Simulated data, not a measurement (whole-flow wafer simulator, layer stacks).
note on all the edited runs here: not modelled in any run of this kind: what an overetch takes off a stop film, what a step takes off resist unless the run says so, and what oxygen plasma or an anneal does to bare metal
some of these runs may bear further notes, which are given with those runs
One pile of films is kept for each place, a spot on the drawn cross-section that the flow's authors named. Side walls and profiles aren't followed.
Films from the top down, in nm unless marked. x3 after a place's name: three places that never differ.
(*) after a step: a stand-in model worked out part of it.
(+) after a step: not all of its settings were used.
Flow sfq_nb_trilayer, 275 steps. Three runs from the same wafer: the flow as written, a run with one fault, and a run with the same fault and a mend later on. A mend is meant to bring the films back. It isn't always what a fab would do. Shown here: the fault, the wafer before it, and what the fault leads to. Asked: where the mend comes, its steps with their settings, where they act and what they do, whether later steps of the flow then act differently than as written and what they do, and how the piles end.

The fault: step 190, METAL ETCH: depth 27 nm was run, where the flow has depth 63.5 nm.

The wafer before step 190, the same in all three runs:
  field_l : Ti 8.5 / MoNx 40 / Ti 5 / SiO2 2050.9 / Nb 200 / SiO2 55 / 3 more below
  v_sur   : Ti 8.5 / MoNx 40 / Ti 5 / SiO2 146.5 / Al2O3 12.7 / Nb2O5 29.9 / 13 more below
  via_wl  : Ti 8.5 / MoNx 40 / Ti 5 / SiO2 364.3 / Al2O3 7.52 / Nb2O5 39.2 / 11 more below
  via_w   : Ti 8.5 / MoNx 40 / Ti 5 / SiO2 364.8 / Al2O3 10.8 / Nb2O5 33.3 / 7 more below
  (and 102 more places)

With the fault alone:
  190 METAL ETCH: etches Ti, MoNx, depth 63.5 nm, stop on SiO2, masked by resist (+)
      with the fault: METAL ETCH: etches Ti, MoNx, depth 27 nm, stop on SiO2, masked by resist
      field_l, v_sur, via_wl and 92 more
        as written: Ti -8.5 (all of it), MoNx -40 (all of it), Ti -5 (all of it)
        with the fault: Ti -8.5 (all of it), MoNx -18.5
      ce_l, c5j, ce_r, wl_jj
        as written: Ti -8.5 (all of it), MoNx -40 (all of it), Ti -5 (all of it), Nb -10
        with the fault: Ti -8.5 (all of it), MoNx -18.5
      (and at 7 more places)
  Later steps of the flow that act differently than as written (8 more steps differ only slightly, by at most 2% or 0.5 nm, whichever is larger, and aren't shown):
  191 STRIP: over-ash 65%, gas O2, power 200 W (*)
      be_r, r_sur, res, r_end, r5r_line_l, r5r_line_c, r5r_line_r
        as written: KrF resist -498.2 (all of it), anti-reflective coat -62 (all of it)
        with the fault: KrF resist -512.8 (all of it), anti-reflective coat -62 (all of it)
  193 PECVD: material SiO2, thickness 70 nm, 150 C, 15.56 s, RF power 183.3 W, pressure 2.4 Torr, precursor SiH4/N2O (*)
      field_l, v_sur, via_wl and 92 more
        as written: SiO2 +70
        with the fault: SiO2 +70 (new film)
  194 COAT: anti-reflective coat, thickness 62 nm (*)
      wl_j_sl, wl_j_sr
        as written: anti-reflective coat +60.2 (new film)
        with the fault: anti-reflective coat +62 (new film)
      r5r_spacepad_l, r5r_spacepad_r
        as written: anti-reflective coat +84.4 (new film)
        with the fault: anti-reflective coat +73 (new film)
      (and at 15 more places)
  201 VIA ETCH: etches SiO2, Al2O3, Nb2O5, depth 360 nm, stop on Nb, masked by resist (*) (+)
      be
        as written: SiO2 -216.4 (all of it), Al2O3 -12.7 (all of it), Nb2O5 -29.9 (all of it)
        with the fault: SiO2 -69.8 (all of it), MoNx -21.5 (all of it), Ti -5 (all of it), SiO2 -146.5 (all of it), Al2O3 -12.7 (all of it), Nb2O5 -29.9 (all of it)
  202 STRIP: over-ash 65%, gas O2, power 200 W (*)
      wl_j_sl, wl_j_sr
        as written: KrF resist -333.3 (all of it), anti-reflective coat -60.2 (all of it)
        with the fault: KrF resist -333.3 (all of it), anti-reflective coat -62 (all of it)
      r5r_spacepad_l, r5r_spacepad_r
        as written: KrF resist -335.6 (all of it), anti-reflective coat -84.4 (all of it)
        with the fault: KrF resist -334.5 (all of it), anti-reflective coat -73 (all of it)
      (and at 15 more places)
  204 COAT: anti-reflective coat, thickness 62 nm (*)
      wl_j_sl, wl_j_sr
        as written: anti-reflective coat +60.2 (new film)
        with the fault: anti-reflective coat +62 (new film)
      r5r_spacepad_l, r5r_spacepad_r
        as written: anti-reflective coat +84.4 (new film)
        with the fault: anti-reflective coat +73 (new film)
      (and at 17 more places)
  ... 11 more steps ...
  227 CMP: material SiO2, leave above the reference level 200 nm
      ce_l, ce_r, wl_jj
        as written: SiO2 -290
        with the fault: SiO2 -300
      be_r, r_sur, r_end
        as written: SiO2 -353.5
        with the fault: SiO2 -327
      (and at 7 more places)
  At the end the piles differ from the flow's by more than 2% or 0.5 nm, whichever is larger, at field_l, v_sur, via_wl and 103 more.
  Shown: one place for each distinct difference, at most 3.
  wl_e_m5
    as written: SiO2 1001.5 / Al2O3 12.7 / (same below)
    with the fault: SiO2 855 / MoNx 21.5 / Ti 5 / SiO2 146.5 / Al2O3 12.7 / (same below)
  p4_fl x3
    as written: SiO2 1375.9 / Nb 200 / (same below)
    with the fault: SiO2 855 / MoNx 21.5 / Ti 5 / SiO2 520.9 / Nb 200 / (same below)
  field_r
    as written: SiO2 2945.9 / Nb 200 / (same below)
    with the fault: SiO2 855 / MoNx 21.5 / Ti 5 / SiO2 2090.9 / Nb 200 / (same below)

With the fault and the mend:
  The mend comes after step 190.
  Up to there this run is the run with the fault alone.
  190a METAL ETCH: etches Ti, MoNx, depth 36.5 nm, stop on SiO2, masked by resist (+) (the flow's step 190 once more, with other settings)
      field_l, v_sur, via_wl and 92 more
        MoNx -21.5 (all of it), Ti -5 (all of it)
      be_r, r_sur, res, r_end, r5r_line_l, r5r_line_c, r5r_line_r
        KrF resist -14.6
      ce_l, c5j, ce_r, wl_jj
        MoNx -21.5 (all of it), Ti -5 (all of it), Nb -10
  No later step of the flow acts differently than as written at any place that is followed.
  At the end the piles are the same as the flow's at every place that both follow.
